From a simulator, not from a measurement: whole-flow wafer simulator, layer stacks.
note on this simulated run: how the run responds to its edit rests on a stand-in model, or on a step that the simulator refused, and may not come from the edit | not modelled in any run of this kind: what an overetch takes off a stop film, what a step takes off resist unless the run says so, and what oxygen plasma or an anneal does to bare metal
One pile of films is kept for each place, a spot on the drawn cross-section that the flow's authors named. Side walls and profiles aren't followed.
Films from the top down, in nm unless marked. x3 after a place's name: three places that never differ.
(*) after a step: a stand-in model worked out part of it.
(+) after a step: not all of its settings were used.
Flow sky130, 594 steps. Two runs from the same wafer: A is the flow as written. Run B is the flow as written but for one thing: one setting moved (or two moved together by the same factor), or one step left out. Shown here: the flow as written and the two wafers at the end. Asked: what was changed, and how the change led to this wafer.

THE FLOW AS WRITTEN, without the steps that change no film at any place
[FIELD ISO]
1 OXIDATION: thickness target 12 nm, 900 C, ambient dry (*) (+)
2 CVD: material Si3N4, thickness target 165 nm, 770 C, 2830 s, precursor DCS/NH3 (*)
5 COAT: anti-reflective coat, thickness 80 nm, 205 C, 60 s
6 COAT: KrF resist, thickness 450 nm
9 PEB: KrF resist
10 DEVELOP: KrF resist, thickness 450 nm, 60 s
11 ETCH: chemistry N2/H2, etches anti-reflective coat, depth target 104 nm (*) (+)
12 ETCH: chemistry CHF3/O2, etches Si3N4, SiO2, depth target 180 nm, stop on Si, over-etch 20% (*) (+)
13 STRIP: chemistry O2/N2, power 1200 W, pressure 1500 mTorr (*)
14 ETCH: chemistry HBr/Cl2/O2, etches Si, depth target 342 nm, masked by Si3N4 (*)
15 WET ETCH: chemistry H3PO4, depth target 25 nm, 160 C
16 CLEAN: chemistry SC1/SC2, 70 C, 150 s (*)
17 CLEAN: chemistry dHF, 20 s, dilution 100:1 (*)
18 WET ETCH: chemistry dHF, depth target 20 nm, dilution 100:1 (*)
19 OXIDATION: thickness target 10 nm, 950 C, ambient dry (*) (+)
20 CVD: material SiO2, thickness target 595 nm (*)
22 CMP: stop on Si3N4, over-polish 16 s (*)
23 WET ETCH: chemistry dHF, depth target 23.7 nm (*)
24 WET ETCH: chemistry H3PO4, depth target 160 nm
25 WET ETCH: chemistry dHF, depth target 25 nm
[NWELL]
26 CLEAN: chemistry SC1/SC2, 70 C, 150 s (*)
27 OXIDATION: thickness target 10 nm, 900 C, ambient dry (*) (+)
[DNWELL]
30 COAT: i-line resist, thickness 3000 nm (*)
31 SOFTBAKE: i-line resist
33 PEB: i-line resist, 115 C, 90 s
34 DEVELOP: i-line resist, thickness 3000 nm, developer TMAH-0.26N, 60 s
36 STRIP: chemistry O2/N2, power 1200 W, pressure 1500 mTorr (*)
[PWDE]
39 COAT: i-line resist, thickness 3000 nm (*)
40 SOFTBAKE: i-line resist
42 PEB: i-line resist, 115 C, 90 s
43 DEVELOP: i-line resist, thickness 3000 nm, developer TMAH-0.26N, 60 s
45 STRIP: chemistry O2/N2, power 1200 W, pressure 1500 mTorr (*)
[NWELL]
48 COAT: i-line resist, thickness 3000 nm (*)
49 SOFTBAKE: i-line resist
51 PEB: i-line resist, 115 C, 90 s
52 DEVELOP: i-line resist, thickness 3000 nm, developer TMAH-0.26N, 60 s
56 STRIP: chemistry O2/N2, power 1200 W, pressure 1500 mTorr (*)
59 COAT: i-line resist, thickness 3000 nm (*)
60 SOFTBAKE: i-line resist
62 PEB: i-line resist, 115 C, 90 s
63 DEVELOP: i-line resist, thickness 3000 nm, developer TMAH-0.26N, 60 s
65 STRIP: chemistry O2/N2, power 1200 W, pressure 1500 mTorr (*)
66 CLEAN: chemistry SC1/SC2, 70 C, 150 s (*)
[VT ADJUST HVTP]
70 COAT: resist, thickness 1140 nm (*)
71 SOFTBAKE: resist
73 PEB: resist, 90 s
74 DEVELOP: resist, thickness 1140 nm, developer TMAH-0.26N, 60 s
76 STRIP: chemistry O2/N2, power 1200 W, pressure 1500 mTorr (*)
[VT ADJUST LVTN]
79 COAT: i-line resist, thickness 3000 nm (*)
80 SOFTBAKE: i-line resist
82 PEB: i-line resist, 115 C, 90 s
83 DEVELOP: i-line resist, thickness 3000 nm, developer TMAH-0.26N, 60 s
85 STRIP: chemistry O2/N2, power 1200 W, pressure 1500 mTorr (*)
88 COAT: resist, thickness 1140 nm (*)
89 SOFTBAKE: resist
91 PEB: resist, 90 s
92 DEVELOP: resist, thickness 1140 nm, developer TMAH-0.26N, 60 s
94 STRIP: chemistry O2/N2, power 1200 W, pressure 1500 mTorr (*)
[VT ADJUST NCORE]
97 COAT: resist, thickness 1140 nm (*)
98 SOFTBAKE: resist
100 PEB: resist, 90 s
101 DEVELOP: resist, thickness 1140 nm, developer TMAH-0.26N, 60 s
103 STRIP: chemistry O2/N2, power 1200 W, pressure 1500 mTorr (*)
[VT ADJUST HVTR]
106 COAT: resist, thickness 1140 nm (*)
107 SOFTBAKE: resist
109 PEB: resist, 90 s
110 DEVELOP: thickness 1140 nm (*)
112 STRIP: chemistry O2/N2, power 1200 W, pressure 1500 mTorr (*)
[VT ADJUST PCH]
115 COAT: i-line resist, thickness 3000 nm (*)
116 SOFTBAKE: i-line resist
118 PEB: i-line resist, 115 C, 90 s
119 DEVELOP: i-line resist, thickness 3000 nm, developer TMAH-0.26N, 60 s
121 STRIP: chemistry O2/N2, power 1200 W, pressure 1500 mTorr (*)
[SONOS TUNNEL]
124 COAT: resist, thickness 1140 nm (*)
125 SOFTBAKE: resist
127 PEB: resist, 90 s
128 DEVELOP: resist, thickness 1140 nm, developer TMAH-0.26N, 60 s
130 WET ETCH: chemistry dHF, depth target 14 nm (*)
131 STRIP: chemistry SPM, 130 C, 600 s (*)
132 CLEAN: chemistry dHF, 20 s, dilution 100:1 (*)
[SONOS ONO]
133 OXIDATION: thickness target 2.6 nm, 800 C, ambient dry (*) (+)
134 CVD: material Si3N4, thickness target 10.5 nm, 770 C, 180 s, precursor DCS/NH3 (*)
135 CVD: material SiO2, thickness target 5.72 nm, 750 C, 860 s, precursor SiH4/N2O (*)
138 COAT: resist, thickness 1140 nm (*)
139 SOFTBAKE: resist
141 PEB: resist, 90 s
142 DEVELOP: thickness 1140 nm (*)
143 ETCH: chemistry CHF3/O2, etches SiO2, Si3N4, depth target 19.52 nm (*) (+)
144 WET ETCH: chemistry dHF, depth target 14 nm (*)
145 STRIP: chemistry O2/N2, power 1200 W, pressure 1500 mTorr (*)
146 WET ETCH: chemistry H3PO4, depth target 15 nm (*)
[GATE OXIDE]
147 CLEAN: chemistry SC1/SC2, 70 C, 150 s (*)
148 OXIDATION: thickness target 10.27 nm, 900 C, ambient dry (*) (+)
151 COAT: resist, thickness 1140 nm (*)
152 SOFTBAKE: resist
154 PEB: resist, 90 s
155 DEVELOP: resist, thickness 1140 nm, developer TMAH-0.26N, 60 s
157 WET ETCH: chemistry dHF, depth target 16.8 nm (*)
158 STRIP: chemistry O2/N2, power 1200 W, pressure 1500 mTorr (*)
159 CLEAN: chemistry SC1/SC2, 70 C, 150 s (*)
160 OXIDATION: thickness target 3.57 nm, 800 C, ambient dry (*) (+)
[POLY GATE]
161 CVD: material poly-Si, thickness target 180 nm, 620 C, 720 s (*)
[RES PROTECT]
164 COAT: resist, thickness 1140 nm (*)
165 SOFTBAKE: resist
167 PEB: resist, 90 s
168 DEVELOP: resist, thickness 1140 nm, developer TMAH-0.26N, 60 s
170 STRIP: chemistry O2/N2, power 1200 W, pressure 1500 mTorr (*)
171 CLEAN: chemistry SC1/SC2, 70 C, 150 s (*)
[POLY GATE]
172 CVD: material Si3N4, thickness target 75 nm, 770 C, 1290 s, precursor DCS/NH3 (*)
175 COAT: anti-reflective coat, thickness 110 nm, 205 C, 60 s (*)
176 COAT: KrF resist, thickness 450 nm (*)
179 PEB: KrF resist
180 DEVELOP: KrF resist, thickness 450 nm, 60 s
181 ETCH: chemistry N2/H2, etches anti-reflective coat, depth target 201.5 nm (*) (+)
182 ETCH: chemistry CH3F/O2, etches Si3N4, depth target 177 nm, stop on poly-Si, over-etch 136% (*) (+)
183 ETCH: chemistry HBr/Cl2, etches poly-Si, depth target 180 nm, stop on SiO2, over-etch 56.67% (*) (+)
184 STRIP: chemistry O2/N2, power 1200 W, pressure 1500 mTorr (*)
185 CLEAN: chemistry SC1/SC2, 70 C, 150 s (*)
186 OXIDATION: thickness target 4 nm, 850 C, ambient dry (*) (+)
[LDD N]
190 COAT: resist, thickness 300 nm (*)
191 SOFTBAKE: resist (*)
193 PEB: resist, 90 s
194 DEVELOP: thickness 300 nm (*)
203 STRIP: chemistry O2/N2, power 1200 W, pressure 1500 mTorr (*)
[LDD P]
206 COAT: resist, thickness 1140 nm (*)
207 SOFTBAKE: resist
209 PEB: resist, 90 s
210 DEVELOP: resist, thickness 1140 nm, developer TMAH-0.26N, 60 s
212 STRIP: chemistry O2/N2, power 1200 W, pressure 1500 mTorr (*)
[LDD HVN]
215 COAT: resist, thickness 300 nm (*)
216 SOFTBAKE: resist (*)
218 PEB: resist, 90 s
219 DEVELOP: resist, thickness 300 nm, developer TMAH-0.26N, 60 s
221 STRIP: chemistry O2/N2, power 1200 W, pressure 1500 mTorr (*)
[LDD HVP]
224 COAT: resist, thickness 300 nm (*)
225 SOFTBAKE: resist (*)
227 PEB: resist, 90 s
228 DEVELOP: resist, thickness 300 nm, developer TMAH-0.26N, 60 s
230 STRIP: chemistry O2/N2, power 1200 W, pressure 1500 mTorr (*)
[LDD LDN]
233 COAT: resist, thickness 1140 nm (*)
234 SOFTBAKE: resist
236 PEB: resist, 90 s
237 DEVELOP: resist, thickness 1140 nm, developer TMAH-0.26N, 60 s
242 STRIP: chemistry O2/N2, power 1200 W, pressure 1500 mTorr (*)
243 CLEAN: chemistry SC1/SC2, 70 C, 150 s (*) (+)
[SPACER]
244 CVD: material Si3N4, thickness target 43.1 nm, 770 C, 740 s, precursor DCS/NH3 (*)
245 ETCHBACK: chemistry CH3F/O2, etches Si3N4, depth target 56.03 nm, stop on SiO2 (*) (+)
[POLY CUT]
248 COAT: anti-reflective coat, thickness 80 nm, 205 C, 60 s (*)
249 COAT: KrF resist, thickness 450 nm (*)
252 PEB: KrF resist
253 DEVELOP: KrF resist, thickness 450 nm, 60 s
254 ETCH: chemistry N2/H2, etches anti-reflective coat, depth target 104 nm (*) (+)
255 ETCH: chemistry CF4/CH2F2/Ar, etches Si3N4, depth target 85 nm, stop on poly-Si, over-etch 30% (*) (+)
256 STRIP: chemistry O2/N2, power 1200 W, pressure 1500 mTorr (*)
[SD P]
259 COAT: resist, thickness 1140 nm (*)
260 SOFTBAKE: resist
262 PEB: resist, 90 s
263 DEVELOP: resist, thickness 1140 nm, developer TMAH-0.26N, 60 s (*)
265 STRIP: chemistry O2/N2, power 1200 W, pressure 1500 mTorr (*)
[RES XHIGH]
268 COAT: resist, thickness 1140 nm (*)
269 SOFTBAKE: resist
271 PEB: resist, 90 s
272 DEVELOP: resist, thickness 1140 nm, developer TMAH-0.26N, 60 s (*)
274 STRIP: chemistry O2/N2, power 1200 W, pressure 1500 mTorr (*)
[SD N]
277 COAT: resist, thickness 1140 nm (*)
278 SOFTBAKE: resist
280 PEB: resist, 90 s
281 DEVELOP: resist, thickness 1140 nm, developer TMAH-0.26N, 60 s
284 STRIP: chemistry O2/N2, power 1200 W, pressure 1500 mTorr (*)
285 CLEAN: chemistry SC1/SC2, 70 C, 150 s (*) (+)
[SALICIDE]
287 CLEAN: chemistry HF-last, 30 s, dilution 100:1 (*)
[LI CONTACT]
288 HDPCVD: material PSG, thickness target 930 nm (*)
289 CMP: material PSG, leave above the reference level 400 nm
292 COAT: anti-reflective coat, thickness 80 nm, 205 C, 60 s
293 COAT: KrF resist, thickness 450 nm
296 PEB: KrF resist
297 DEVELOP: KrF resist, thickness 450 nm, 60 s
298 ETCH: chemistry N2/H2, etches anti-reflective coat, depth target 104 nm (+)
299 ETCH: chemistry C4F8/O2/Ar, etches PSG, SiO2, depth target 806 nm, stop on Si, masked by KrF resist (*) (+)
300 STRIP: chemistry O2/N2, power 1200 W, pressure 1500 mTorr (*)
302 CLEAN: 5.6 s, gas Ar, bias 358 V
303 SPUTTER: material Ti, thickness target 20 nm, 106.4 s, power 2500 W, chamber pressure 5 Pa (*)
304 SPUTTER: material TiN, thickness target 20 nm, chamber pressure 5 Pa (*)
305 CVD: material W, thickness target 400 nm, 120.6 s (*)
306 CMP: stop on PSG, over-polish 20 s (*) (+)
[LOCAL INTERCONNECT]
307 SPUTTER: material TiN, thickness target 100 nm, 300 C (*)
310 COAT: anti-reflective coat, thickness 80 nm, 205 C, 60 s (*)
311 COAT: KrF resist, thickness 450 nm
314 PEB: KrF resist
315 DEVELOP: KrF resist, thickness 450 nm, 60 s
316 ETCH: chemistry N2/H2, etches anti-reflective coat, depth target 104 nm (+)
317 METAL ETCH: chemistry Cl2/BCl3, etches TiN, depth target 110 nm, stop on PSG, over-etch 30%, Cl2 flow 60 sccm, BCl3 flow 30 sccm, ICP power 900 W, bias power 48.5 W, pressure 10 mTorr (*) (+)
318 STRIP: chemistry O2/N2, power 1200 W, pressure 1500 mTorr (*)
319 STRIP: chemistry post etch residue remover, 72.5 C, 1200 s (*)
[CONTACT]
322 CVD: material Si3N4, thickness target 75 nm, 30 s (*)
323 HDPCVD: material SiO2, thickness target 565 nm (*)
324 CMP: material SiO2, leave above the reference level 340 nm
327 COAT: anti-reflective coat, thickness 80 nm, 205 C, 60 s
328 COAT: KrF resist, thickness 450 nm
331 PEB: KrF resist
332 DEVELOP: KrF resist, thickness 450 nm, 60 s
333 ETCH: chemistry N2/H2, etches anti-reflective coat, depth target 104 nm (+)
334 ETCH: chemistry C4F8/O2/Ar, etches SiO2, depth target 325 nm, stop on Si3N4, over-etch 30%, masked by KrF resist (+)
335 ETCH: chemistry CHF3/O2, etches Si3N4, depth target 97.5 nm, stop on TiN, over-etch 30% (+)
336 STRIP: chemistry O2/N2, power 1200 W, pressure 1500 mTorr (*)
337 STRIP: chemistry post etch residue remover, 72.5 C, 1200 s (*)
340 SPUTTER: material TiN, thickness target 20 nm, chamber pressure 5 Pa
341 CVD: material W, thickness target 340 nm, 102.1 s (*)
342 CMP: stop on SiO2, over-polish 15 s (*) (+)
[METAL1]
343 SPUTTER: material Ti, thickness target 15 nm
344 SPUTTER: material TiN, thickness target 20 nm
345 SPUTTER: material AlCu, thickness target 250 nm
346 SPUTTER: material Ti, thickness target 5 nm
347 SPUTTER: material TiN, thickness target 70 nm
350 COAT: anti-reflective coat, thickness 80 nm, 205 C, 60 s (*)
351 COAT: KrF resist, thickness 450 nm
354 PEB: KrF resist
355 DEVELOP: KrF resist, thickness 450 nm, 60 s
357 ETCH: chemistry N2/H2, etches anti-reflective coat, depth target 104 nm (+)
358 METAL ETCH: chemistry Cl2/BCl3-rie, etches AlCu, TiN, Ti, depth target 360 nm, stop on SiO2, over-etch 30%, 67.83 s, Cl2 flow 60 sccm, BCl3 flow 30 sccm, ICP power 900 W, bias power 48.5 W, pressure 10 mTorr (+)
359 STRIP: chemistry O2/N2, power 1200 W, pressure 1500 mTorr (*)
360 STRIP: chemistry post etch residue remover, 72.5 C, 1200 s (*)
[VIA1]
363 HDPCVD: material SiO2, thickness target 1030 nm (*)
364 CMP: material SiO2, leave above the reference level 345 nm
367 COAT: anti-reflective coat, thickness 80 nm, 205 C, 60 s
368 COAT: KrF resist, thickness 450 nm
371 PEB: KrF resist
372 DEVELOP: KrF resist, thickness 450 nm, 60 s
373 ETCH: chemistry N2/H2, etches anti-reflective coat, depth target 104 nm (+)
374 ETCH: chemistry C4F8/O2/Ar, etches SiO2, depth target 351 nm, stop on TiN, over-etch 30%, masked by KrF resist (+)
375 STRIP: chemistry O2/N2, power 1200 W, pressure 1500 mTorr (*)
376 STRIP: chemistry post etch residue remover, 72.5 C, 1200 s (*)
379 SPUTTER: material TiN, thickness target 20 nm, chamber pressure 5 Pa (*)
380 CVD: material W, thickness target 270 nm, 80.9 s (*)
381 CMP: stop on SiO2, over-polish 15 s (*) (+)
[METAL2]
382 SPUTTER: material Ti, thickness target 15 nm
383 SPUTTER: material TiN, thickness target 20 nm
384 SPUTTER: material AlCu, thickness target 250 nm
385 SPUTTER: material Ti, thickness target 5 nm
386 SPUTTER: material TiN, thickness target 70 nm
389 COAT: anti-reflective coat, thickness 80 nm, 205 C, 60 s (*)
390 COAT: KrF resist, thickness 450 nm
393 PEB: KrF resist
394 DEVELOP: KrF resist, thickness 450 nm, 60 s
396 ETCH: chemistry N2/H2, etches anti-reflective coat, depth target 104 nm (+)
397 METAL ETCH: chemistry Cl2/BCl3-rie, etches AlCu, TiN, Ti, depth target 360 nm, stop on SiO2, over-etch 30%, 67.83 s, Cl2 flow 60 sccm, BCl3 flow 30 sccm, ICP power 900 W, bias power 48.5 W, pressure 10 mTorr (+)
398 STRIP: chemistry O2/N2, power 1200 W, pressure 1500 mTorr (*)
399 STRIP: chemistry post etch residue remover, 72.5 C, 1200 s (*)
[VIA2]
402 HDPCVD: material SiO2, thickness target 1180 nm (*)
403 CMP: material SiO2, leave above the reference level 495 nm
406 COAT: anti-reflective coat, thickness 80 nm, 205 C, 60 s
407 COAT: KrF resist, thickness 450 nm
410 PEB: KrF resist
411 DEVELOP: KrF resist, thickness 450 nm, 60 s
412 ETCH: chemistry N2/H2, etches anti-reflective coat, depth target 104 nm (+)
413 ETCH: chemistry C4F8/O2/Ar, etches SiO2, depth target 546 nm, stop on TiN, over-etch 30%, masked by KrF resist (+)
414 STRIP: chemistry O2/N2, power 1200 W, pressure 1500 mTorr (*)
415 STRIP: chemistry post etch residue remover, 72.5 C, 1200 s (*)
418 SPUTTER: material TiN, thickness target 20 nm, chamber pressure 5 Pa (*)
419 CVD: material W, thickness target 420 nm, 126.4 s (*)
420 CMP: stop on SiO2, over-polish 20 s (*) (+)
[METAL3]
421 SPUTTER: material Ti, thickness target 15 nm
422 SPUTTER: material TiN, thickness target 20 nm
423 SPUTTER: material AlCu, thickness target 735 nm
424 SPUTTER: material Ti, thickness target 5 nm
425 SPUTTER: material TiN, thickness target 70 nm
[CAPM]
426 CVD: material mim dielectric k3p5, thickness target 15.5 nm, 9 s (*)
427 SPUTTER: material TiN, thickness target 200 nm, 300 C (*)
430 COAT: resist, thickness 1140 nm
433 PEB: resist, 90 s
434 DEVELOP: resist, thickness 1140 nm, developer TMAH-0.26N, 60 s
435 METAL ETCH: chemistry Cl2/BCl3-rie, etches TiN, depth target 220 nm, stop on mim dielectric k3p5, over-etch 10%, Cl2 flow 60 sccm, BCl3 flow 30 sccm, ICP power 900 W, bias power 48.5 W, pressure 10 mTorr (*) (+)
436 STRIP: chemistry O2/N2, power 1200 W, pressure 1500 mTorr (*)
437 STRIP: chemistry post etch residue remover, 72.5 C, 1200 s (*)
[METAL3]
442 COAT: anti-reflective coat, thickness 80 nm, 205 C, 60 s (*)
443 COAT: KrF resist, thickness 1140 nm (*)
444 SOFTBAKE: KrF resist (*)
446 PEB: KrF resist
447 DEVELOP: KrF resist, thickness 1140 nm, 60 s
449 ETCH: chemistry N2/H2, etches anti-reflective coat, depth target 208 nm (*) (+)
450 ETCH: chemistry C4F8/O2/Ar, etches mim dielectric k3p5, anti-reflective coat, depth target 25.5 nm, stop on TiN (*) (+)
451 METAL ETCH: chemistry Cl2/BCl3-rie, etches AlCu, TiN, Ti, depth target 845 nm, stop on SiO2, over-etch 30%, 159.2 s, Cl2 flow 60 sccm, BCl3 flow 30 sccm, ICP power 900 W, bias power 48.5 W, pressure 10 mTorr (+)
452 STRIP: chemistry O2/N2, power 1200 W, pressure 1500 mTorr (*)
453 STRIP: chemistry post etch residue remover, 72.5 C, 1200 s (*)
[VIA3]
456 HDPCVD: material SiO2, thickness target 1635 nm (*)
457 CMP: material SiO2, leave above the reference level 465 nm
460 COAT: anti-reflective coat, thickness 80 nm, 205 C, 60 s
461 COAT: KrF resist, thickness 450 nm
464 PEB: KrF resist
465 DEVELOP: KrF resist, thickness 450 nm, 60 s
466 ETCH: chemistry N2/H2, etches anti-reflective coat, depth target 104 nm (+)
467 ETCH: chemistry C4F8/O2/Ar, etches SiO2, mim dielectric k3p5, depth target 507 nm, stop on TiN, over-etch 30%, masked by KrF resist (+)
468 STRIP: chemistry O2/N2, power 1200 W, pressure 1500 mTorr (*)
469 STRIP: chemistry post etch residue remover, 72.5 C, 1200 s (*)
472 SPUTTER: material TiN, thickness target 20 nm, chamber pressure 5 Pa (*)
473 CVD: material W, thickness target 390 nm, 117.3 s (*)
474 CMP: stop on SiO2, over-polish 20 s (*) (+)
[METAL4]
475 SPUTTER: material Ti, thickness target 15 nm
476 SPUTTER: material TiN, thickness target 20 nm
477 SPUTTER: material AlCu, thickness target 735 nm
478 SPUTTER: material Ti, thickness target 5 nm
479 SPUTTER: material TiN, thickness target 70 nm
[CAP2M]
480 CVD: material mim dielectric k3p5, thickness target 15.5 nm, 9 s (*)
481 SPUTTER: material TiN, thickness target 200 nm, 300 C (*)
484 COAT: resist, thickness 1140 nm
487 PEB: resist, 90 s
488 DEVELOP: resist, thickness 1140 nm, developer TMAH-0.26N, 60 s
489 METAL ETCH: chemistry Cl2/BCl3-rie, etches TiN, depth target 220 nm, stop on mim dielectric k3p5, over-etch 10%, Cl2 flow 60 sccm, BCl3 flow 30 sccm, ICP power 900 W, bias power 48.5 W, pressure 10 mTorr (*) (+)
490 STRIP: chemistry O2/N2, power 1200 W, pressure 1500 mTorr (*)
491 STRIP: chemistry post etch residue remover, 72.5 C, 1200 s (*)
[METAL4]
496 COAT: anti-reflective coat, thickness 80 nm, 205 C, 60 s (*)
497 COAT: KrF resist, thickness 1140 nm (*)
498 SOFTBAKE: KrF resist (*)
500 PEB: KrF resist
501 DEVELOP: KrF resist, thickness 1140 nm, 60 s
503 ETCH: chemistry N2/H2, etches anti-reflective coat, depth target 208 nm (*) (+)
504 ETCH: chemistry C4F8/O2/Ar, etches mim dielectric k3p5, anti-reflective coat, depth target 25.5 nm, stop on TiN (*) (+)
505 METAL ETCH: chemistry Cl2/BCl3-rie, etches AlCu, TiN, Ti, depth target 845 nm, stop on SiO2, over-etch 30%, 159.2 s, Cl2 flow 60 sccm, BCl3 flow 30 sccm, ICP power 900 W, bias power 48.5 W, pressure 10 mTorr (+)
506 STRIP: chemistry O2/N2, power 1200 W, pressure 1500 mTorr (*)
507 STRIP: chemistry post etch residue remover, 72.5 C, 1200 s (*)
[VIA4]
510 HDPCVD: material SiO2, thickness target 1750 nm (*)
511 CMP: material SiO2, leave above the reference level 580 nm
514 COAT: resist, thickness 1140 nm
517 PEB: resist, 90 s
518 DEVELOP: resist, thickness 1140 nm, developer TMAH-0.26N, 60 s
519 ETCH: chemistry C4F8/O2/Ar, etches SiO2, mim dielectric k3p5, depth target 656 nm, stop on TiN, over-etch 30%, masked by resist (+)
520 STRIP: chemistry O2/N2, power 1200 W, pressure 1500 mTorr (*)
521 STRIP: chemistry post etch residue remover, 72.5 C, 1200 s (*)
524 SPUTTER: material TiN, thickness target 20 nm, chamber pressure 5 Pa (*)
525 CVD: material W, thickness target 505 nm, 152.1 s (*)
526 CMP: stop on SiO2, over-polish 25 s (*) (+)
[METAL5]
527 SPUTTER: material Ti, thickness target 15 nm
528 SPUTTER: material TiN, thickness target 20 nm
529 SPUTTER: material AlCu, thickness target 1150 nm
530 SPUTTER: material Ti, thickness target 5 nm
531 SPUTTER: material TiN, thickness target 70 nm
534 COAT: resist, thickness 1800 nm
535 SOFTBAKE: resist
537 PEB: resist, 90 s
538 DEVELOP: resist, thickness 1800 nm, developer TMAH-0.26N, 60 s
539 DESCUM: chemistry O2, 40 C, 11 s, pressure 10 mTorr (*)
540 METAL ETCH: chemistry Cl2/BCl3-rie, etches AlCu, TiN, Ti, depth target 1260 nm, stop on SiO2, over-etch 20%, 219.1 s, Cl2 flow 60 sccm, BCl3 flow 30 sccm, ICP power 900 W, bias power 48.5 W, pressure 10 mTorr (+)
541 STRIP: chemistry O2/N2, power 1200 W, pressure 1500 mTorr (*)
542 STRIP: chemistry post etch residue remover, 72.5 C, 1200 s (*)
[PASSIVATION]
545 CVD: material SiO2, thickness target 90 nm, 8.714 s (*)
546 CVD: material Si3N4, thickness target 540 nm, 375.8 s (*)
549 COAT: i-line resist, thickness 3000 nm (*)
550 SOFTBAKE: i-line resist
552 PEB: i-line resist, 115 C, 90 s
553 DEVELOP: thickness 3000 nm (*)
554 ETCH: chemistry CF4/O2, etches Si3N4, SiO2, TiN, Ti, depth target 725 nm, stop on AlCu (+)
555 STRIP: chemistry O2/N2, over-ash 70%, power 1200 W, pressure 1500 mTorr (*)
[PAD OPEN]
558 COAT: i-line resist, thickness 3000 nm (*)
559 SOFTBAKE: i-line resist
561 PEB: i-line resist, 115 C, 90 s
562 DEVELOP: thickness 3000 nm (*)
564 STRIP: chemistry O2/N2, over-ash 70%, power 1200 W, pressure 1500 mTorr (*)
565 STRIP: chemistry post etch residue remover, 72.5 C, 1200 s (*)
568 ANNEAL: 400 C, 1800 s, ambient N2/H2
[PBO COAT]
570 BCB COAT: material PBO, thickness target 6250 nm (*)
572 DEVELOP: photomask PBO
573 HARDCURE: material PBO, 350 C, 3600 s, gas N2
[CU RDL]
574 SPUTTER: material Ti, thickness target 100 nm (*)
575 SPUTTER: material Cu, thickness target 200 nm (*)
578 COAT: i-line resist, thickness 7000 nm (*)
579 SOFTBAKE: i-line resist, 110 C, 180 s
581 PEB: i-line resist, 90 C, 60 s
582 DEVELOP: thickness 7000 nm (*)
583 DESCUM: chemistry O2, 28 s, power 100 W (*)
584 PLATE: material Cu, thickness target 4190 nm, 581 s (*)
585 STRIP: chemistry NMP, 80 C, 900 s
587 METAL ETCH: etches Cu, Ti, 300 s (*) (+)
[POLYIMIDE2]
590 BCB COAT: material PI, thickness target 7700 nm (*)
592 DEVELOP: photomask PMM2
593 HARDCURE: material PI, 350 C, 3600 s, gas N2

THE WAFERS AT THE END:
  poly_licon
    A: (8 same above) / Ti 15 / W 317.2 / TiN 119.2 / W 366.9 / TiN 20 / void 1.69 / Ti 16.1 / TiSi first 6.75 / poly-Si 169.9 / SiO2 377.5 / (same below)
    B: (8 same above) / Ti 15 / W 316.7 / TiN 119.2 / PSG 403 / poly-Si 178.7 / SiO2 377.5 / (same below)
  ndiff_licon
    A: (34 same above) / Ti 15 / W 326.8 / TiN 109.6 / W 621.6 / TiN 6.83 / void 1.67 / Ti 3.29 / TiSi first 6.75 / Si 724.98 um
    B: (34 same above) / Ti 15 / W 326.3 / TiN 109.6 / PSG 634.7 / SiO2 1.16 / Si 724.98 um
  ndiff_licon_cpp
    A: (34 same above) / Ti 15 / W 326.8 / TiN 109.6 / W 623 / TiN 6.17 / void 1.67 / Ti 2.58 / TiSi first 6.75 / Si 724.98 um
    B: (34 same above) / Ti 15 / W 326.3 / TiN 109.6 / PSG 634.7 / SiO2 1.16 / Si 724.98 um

The cause: step 299, ETCH: chemistry C4F8/O2/Ar, etches PSG, SiO2, depth target 806 nm, stop on Si, masked by KrF resist (*) (+), was left out.

How the change led to this, step by step:
  300 STRIP: chemistry O2/N2, power 1200 W, pressure 1500 mTorr (*)
      contact, ndiff_licon, ndiff_licon_cpp: A chemical SiO2 +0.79 (new film), Si -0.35 | B nothing
      poly_licon, rpo_hd_licon: A chemical SiO2 +0.79 (new film), poly-Si -0.35 | B nothing
      (and at 187 more places)
  302 CLEAN: 5.6 s, gas Ar, bias 358 V
      contact, ndiff_licon, ndiff_licon_cpp: A chemical SiO2 -0.79 (all of it) | B PSG -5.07
      poly_licon, rpo_hd_licon: A chemical SiO2 -0.79 (all of it), poly-Si -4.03 | B PSG -5.07
  303 SPUTTER: material Ti, thickness target 20 nm, 106.4 s, power 2500 W, chamber pressure 5 Pa (*)
      ndiff_licon: A Ti +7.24 (new film) | B Ti +20 (new film)
      ndiff_licon_cpp: A Ti +6.53 (new film) | B Ti +20 (new film)
      (and at 1 more place)
  304 SPUTTER: material TiN, thickness target 20 nm, chamber pressure 5 Pa (*)
      ndiff_licon: A TiN +6.83 (new film) | B TiN +20 (new film)
      ndiff_licon_cpp: A TiN +6.17 (new film) | B TiN +20 (new film)
      (and at 1 more place)
  305 CVD: material W, thickness target 400 nm, 120.6 s (*)
      ndiff_licon: A W +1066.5 (new film) | B W +400 (new film)
      ndiff_licon_cpp: A W +1067.9 (new film) | B W +400 (new film)
      (and at 1 more place)
  306 CMP: stop on PSG, over-polish 20 s (*) (+)
      ndiff_licon, ndiff_licon_cpp, rpo_hd_licon: A W -444.9 | B W -400 (all of it), TiN -20 (all of it), Ti -20 (all of it), PSG -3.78
      poly_licon: A W -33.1 | B W -400 (all of it), TiN -20 (all of it), Ti -20 (all of it), PSG -3.78
  568 ANNEAL: 400 C, 1800 s, ambient N2/H2
      poly_licon, rpo_hd_licon: A under 11 films: void +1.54 (new film), Ti -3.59, TiSi first +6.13 (new film), poly-Si -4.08 | B nothing
      ndiff_licon, ndiff_licon_cpp: A under 37 films: void +1.52 (new film), Ti -3.59, TiSi first +6.13 (new film), Si -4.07 | B nothing
Counting metal films that touch as one body, poly_licon has 1 body; the flow as written gives 2 bodies (between them, from the top down: void 1.69).
Counting metal films that touch as one body, ndiff_licon has 5 bodies (between them, from the top down: SiO2 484 / mim dielectric k3p5 15.5; SiO2 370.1 / mim dielectric k3p5 15.5; SiO2 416; SiO2 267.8); the flow as written gives 6 bodies (between them, from the top down: SiO2 484 / mim dielectric k3p5 15.5; SiO2 370.1 / mim dielectric k3p5 15.5; SiO2 416; SiO2 267.8; void 1.67).
Counting metal films that touch as one body, ndiff_licon_cpp has 5 bodies (between them, from the top down: SiO2 484 / mim dielectric k3p5 15.5; SiO2 370.1 / mim dielectric k3p5 15.5; SiO2 416; SiO2 267.8); the flow as written gives 6 bodies (between them, from the top down: SiO2 484 / mim dielectric k3p5 15.5; SiO2 370.1 / mim dielectric k3p5 15.5; SiO2 416; SiO2 267.8; void 1.67).
